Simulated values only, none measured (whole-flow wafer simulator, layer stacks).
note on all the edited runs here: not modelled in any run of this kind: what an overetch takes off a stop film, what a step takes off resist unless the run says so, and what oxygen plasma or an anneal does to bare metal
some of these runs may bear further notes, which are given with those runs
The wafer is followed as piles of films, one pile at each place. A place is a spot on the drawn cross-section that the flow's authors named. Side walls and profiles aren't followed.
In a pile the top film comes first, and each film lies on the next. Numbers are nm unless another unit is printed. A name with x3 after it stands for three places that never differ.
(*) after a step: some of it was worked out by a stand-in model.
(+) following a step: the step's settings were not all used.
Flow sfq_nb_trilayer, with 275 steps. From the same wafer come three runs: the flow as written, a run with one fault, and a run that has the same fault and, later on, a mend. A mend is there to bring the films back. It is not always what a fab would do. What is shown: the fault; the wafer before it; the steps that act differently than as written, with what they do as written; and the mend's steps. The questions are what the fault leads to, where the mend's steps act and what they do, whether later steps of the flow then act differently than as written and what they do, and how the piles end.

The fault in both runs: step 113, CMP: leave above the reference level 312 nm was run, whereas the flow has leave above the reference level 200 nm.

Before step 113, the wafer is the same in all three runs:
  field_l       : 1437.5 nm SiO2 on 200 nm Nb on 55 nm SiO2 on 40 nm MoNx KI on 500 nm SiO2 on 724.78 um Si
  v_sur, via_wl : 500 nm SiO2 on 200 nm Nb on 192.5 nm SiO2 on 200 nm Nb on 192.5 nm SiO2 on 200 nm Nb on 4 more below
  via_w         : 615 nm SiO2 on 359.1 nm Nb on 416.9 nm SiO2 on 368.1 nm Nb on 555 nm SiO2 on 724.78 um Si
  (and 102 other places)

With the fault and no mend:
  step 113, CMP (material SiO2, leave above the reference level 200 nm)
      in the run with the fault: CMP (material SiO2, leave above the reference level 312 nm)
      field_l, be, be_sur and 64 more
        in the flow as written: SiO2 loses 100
        in the run with the fault: nothing
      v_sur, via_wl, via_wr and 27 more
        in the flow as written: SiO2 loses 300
        in the run with the fault: SiO2 loses 188
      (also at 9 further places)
  Later steps of the flow acting differently than as written (6 other steps are not shown; they differ only slightly, by no more than 2% or 0.5 nm, whichever is larger):
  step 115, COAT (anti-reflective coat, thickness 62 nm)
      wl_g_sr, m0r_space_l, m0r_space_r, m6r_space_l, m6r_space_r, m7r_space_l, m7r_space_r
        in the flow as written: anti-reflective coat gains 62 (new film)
        in the run with the fault: anti-reflective coat gains 63.7 (new film)
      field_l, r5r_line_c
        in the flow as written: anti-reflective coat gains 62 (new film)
        in the run with the fault: anti-reflective coat gains 63.9 (new film)
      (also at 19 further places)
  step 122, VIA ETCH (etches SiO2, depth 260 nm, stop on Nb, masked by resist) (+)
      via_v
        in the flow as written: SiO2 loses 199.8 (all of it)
        in the run with the fault: SiO2 loses 260
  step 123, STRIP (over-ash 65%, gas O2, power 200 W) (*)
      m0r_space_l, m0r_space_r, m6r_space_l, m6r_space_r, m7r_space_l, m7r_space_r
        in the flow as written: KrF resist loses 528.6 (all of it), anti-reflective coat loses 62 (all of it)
        in the run with the fault: KrF resist loses 530.6 (all of it), anti-reflective coat loses 63.7 (all of it)
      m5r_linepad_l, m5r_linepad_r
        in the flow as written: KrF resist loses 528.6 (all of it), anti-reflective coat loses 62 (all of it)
        in the run with the fault: KrF resist loses 526.9 (all of it), anti-reflective coat loses 67.5 (all of it)
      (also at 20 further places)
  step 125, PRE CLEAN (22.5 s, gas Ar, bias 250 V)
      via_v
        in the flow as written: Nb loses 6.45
        in the run with the fault: SiO2 loses 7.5
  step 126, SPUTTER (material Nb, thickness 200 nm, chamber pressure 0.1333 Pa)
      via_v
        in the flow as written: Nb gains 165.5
        in the run with the fault: Nb gains 152.6 (new film)
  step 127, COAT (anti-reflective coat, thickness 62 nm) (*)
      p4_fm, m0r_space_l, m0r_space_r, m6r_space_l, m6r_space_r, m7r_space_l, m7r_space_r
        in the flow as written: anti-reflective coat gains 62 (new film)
        in the run with the fault: anti-reflective coat gains 63.5 (new film)
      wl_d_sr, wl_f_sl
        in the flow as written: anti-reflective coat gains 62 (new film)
        in the run with the fault: anti-reflective coat gains 64 (new film)
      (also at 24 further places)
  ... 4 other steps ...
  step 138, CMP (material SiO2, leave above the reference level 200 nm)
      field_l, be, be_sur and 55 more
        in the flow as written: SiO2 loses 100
        in the run with the fault: SiO2 loses 88
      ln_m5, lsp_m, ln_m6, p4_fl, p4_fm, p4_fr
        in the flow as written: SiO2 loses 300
        in the run with the fault: SiO2 loses 288
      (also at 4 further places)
  At field_l, v_sur, via_wl and 103 more, the piles at the end differ from the flow's by more than 2% or 0.5 nm, whichever is larger.
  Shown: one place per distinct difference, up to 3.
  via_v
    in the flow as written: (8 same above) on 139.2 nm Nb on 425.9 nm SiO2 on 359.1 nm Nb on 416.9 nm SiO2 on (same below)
    in the run with the fault: (8 same above) on 139.2 nm Nb on 500.1 nm SiO2 on 152.6 nm Nb on 44.3 nm SiO2 on 200 nm Nb on 416.9 nm SiO2 on (same below)
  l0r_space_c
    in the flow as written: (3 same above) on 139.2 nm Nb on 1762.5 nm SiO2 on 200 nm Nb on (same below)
    in the run with the fault: (3 same above) on 139.2 nm Nb on 1874.5 nm SiO2 on 200 nm Nb on (same below)
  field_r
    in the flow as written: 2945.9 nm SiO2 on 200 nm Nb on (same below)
    in the run with the fault: 3057.9 nm SiO2 on 200 nm Nb on (same below)

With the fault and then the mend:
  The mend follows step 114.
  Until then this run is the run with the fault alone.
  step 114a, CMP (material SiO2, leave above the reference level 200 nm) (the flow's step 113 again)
      field_l, be, be_sur and 64 more
        SiO2 loses 100
      v_sur, via_wl, via_w and 36 more
        SiO2 loses 112
  Every later step of the flow that is run acts as written at every place that is followed.
  At every place that both follow, the piles at the end match the flow's.
